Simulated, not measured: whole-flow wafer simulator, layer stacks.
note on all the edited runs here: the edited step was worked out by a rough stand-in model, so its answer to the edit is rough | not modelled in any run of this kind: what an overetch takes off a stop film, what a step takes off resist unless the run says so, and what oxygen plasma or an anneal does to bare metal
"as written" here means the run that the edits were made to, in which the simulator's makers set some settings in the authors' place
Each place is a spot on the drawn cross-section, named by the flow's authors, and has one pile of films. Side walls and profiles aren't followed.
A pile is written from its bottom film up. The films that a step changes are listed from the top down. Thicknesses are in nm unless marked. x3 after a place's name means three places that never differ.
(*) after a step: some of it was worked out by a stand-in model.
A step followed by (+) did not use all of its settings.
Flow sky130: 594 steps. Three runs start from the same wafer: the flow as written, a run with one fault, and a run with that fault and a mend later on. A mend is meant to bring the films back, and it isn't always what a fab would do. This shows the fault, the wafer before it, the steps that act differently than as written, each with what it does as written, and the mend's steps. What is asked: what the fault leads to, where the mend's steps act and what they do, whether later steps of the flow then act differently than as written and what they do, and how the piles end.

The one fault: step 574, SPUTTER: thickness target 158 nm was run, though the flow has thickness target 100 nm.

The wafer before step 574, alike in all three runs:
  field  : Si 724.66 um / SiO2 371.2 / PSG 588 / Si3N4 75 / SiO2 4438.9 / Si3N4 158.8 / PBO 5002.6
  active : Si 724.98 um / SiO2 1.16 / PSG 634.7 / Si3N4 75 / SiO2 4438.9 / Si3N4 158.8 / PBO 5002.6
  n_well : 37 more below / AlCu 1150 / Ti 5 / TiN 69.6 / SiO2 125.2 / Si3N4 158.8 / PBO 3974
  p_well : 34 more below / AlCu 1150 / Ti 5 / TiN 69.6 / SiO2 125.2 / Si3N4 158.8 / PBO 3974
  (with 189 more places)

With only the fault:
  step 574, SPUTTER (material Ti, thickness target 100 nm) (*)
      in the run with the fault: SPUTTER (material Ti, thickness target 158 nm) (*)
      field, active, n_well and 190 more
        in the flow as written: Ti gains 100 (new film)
        in the run with the fault: Ti gains 158 (new film)
  Later steps of the flow acting differently than as written (7 more steps, not shown, differ only slightly: by at most 2% or 0.5 nm, whichever is larger):
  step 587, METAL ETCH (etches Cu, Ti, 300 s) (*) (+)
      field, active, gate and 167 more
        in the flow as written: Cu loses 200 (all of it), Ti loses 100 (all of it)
        in the run with the fault: Cu loses 200 (all of it), Ti loses 158 (all of it)
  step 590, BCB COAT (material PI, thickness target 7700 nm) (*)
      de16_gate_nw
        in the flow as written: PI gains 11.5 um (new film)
        in the run with the fault: PI gains 11.56 um (new film)
  At n_well, p_well, sd_n and 20 more, the piles at the end differ from the flow's by more than 2% or 0.5 nm, whichever is larger.
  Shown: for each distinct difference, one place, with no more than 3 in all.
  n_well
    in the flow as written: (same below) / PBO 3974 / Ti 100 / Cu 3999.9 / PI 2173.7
    in the run with the fault: (same below) / PBO 3974 / Ti 158 / Cu 3999.9 / PI 2136
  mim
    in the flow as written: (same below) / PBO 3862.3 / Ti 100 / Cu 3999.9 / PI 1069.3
    in the run with the fault: (same below) / PBO 3862.3 / Ti 158 / Cu 3999.9 / PI 1015.1
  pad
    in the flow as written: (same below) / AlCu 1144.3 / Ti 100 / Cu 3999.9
    in the run with the fault: (same below) / AlCu 1144.3 / Ti 158 / Cu 3999.9

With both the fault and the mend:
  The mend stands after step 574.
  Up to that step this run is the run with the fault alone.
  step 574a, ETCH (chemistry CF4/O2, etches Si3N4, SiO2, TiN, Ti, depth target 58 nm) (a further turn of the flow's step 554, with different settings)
      field, active, n_well and 190 more
        Ti loses 58
  Every later step of the flow that is run acts as written, at every place that is followed, to within 2% or 0.5 nm, whichever is larger.
  By the end, the piles equal the flow's at every place that both follow.
